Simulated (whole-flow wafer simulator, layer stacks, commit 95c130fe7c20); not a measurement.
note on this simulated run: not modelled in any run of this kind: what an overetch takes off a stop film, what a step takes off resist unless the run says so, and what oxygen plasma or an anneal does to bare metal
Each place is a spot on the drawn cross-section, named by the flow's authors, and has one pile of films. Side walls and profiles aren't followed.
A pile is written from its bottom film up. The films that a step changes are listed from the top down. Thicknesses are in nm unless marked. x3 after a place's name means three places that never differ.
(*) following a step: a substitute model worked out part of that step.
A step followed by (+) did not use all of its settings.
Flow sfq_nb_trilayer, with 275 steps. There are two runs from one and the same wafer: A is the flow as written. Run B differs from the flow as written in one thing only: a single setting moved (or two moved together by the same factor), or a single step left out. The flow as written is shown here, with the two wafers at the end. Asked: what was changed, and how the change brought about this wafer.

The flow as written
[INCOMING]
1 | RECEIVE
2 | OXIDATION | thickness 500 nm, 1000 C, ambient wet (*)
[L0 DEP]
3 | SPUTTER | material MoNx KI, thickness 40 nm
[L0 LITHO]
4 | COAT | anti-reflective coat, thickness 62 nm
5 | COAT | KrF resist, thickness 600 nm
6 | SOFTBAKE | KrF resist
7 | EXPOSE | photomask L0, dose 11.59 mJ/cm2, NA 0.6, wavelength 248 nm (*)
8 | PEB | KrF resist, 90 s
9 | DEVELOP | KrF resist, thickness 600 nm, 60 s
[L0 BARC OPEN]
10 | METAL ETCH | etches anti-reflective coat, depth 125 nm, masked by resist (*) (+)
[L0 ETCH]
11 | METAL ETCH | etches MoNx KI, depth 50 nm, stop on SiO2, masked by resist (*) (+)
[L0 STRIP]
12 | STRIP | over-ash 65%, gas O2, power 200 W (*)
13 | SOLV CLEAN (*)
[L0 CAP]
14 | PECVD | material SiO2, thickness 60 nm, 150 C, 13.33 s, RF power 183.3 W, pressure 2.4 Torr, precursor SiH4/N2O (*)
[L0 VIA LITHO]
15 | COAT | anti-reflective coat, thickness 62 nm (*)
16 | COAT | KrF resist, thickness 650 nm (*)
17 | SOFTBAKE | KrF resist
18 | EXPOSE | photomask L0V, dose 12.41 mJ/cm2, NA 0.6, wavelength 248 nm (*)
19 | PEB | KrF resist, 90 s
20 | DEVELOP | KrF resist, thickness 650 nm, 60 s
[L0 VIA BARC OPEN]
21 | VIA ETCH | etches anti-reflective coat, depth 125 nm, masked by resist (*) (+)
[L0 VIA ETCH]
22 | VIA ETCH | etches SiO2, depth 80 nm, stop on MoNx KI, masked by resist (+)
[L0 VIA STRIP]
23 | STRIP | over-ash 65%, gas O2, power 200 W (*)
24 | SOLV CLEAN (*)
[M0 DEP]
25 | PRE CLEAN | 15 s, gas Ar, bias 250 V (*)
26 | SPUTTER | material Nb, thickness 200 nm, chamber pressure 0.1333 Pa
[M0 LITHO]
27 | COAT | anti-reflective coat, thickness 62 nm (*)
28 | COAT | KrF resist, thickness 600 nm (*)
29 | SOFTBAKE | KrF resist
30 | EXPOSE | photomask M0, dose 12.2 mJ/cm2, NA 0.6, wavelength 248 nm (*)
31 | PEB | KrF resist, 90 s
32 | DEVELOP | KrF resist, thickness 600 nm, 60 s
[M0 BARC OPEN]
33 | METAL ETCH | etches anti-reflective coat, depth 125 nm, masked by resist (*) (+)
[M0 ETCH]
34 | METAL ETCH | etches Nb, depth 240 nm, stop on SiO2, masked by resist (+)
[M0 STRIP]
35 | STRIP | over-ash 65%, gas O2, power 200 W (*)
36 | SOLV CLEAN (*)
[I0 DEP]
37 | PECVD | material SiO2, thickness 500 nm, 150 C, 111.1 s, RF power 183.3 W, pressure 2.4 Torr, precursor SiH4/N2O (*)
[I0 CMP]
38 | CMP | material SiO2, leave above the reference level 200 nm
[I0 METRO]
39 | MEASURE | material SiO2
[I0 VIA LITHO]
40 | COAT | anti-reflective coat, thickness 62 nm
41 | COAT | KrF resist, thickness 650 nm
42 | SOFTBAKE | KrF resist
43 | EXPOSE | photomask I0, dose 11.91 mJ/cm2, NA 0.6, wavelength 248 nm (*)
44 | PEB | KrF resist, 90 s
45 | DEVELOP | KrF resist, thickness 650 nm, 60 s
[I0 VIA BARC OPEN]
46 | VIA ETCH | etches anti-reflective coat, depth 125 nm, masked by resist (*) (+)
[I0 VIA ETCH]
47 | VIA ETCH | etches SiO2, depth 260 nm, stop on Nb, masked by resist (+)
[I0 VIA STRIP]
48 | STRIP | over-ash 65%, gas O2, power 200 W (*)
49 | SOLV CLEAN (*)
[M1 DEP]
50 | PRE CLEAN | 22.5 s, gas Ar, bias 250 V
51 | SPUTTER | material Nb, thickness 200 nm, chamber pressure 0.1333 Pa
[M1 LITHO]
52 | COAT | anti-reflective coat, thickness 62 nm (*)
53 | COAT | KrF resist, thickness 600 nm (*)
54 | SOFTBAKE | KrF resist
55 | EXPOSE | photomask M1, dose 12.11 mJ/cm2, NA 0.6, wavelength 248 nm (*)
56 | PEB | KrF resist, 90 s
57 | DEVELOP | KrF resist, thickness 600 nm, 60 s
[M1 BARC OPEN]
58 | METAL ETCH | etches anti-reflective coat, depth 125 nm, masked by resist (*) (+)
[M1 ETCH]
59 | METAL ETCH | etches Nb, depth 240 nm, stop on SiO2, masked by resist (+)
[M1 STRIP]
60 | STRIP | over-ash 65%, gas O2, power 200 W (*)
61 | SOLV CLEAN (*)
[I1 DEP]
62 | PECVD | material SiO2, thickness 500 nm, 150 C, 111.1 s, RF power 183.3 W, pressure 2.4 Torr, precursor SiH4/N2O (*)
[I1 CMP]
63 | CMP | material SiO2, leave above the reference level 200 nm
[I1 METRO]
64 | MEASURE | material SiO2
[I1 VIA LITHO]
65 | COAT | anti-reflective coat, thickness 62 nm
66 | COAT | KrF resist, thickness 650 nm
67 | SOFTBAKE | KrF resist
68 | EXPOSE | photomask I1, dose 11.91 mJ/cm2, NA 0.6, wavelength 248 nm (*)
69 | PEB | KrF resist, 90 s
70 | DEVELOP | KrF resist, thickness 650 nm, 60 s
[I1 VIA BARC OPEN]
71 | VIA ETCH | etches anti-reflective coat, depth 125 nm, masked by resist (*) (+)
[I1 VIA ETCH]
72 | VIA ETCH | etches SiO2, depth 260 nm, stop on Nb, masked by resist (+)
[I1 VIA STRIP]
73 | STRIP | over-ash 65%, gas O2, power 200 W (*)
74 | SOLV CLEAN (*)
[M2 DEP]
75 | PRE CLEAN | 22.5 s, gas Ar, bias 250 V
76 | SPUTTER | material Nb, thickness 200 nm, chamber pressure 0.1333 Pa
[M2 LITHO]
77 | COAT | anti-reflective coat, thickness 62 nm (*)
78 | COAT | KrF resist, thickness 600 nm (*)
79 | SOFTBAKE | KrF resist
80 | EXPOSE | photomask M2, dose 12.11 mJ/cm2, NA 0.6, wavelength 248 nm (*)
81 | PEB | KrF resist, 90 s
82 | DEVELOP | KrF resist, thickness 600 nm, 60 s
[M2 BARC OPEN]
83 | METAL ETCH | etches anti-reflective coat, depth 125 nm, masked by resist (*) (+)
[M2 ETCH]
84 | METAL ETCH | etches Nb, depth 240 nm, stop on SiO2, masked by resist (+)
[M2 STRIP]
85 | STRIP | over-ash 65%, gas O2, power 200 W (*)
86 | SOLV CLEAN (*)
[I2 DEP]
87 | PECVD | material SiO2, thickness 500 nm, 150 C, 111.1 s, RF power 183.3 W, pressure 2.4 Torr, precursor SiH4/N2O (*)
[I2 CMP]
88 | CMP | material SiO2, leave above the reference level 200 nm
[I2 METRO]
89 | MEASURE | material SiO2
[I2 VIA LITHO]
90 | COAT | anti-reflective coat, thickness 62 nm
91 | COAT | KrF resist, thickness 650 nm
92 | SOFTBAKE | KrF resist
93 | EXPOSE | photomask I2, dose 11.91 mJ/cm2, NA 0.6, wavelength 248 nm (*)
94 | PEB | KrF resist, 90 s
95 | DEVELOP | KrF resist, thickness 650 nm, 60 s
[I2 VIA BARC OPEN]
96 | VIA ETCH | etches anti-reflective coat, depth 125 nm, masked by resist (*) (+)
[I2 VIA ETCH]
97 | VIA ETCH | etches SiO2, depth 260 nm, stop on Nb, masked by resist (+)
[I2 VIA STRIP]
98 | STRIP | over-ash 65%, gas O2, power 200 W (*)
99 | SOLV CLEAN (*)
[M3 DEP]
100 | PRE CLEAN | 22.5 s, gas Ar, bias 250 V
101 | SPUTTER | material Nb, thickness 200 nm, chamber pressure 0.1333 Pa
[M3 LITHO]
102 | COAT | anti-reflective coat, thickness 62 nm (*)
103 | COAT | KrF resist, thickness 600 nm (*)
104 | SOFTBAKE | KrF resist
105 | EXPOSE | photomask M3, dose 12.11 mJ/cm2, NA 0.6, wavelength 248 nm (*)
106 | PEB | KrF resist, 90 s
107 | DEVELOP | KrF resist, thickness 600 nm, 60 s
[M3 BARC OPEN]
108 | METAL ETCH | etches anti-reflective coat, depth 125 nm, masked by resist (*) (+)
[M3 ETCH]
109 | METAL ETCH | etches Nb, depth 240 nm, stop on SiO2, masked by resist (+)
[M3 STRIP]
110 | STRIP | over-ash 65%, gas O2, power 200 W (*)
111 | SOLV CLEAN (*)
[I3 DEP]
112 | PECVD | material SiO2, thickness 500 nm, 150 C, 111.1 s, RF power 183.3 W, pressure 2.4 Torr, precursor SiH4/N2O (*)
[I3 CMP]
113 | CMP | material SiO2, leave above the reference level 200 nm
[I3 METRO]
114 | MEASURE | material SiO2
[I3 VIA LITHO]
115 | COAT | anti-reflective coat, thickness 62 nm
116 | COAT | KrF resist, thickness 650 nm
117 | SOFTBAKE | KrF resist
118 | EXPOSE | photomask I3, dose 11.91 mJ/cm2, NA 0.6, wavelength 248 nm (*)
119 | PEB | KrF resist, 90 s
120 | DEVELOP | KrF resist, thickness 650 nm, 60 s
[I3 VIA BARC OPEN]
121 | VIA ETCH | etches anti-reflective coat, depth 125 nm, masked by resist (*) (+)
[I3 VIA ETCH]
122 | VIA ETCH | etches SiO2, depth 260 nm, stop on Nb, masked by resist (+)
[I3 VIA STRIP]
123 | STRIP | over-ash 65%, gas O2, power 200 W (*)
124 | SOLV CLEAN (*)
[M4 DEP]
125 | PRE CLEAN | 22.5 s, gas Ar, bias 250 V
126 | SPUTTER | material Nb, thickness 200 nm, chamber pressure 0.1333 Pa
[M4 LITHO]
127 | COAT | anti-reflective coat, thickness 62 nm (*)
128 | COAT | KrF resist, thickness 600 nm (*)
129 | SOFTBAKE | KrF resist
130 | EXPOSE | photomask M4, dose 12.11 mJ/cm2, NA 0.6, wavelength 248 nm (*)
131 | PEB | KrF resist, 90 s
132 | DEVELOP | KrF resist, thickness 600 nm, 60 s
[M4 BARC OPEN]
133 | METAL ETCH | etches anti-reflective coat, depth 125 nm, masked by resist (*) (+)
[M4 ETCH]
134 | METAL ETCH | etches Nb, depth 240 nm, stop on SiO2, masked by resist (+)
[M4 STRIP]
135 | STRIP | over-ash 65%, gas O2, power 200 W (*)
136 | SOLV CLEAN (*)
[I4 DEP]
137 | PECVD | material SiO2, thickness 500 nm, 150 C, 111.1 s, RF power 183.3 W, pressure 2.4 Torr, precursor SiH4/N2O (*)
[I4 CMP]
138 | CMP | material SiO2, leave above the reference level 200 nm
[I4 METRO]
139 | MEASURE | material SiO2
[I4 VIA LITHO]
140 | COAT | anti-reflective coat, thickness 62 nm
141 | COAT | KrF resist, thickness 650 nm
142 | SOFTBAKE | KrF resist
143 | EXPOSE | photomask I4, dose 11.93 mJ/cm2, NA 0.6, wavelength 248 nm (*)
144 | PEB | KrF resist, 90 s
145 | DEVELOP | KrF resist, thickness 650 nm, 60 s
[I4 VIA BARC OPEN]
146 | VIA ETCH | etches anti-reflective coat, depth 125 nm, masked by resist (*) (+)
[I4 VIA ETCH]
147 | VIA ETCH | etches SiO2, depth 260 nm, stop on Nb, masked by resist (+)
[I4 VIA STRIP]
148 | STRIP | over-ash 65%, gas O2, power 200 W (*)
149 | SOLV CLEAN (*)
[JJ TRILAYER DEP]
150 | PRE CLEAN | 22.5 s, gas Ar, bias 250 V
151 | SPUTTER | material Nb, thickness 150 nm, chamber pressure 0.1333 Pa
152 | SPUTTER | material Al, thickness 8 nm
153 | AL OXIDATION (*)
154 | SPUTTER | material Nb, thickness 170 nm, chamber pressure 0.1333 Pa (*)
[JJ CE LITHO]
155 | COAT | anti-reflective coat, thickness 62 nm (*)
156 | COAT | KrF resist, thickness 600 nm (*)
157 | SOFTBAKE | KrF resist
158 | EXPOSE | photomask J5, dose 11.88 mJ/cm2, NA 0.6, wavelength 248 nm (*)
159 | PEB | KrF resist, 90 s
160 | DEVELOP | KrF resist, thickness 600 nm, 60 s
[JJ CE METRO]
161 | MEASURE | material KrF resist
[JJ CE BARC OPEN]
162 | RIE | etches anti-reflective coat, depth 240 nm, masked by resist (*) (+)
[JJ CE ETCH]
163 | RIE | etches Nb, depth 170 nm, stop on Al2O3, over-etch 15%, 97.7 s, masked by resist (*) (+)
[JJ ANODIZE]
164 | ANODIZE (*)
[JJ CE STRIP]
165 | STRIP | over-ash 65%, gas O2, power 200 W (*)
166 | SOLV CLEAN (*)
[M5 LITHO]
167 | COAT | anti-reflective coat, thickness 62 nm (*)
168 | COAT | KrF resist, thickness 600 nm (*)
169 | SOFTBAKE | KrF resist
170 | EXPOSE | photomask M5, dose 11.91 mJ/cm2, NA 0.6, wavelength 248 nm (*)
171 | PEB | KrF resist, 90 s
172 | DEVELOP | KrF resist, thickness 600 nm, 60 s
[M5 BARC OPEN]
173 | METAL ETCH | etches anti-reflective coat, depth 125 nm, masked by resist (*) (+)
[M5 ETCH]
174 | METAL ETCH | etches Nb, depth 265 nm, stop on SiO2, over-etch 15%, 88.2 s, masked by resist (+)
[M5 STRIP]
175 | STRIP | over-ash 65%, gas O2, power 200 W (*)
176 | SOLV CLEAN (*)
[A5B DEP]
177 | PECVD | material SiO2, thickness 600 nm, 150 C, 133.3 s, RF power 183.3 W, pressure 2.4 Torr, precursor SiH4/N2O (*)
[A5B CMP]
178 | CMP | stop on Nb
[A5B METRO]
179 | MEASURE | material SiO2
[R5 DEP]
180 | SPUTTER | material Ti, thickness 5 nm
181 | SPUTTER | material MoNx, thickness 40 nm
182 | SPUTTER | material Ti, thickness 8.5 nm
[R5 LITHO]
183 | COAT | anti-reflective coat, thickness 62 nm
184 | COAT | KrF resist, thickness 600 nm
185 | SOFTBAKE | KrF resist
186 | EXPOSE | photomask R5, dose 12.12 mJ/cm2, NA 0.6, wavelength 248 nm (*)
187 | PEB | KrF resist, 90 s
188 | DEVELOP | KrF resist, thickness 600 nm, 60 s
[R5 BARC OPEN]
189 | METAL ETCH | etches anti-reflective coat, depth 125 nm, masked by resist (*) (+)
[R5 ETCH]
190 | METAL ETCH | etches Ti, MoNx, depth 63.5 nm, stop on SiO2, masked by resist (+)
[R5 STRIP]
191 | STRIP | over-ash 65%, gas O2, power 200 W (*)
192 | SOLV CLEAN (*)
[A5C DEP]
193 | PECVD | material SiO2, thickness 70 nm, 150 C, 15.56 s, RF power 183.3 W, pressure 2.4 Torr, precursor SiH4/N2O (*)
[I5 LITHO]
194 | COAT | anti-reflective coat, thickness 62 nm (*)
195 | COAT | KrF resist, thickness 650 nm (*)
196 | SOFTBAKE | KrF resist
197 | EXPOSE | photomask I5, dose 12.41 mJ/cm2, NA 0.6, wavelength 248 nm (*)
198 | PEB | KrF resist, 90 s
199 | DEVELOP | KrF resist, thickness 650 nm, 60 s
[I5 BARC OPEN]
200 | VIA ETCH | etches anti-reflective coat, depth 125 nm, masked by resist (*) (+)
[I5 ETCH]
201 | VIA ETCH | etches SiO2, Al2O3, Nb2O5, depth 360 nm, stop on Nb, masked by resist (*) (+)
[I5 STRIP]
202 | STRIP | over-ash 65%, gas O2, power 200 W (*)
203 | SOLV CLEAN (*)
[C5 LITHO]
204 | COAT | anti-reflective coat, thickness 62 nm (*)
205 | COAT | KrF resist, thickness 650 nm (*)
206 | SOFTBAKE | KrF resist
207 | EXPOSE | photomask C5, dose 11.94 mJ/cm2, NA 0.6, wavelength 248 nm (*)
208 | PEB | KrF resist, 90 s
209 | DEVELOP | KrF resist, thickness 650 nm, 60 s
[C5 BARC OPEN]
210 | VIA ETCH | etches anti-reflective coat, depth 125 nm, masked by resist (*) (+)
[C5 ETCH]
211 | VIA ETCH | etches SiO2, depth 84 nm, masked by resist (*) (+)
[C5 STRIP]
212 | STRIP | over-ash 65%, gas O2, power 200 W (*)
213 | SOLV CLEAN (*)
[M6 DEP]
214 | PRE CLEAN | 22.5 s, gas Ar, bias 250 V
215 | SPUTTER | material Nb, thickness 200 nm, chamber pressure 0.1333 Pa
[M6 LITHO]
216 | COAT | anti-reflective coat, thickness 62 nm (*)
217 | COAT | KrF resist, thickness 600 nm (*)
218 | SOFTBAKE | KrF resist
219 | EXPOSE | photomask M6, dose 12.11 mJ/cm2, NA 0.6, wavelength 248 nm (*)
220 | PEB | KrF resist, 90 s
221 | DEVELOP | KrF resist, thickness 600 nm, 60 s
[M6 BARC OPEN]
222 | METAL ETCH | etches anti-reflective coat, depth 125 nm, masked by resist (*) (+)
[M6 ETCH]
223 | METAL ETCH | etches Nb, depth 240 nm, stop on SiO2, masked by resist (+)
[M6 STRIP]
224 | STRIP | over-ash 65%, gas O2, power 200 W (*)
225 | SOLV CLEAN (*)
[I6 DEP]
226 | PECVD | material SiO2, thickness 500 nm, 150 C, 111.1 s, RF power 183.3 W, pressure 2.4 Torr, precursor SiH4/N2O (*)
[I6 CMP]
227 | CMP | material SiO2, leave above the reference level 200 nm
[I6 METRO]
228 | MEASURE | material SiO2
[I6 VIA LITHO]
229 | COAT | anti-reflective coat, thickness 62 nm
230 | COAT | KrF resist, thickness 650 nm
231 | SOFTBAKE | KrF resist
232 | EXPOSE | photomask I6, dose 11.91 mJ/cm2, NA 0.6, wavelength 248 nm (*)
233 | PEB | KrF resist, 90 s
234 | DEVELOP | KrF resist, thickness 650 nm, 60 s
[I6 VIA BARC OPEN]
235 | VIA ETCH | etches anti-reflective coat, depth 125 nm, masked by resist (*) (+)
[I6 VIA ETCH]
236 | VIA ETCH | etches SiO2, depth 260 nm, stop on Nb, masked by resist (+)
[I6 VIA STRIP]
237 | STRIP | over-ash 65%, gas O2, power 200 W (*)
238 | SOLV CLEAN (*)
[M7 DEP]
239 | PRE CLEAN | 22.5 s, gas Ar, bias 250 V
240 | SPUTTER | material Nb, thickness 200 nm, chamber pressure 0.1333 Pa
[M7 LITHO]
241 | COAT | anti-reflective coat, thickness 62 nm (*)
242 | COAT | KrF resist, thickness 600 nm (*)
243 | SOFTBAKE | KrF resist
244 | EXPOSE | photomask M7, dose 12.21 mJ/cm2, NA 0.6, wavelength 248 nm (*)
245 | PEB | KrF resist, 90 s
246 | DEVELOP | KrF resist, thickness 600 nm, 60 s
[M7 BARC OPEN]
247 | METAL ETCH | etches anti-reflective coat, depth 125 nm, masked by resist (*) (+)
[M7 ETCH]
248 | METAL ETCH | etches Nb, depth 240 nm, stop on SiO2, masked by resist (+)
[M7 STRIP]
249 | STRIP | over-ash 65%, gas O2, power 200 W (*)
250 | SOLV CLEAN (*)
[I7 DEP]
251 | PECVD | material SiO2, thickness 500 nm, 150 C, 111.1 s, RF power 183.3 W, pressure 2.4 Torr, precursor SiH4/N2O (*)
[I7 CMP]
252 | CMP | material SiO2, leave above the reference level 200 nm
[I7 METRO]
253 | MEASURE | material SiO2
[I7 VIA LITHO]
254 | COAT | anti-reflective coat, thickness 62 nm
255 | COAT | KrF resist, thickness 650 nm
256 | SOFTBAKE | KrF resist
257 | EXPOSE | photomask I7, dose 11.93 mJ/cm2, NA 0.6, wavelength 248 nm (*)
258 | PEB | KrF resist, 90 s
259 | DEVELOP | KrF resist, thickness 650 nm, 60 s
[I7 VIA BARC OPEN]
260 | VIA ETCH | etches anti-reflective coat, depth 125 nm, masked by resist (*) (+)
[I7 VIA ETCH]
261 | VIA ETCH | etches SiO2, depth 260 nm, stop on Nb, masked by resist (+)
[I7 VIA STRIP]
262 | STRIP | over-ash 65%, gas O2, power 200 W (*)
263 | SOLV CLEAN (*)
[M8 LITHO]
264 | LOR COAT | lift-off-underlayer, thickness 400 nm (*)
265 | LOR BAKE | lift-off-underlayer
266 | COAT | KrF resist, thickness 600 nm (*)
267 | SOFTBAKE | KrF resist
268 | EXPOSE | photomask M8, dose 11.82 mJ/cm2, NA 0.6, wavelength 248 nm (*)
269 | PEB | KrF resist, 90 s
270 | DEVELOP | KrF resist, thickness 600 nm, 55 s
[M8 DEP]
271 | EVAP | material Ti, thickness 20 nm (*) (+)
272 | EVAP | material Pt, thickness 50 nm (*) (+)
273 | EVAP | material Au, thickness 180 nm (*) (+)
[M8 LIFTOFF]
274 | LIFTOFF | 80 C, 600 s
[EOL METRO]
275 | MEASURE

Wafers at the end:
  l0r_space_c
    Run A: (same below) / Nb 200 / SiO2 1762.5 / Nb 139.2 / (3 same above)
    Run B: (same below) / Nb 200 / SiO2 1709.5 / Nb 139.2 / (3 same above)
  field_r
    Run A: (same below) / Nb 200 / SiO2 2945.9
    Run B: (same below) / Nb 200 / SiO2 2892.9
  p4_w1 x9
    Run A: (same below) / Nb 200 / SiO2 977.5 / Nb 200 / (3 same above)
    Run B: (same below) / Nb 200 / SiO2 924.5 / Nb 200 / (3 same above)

What caused this: step 51, SPUTTER: thickness 147 nm was run, while the flow as written has thickness 200 nm.

Step by step, how the change led to this:
  51 | SPUTTER | material Nb, thickness 200 nm, chamber pressure 0.1333 Pa
      field_l, v_sur, via_wl and 102 more: A +200 Nb (new film) | B +147 Nb (new film)
      via_w: A +174.5 Nb | B +128.9 Nb
  52 | COAT | anti-reflective coat, thickness 62 nm (*)
      via_wl: A +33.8 anti-reflective coat (new film) | B +32.9 anti-reflective coat (new film)
      via_w: A +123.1 anti-reflective coat (new film) | B +120.6 anti-reflective coat (new film)
      (as well as at 1 more place)
  59 | METAL ETCH | etches Nb, depth 240 nm, stop on SiO2, masked by resist (+)
      field_l, be, be_sur and 79 more: A -200 Nb (all of it) | B -147 Nb (all of it)
      v_sur, via_wl, via_w and 21 more: A -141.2 KrF resist | B -129.7 KrF resist
  60 | STRIP | over-ash 65%, gas O2, power 200 W (*)
      wl_j_sl, wl_jj, wl_j_sr and 13 more: A -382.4 KrF resist (all of it), -62 anti-reflective coat (all of it) | B -393.9 KrF resist (all of it), -62 anti-reflective coat (all of it)
      v_sur: A -365.9 KrF resist (all of it), -61.1 anti-reflective coat (all of it) | B -377.8 KrF resist (all of it), -60.9 anti-reflective coat (all of it)
      (as well as at 7 more places)
  62 | PECVD | material SiO2, thickness 500 nm, 150 C, 111.1 s, RF power 183.3 W, pressure 2.4 Torr, precursor SiH4/N2O (*)
      wl_d_sl, wl_d_sr: A +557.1 SiO2 | B +504.1 SiO2
      via_w: A +606 SiO2 (new film) | B +592.9 SiO2 (new film)
  63 | CMP | material SiO2, leave above the reference level 200 nm
      field_l, be, be_sur and 72 more: A -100 SiO2 | B -153 SiO2
      lsp_m, ln_m6, lsp_r, l0_sur, l0v: A -94.9 SiO2 | B -153 SiO2
      (as well as at 1 more place)
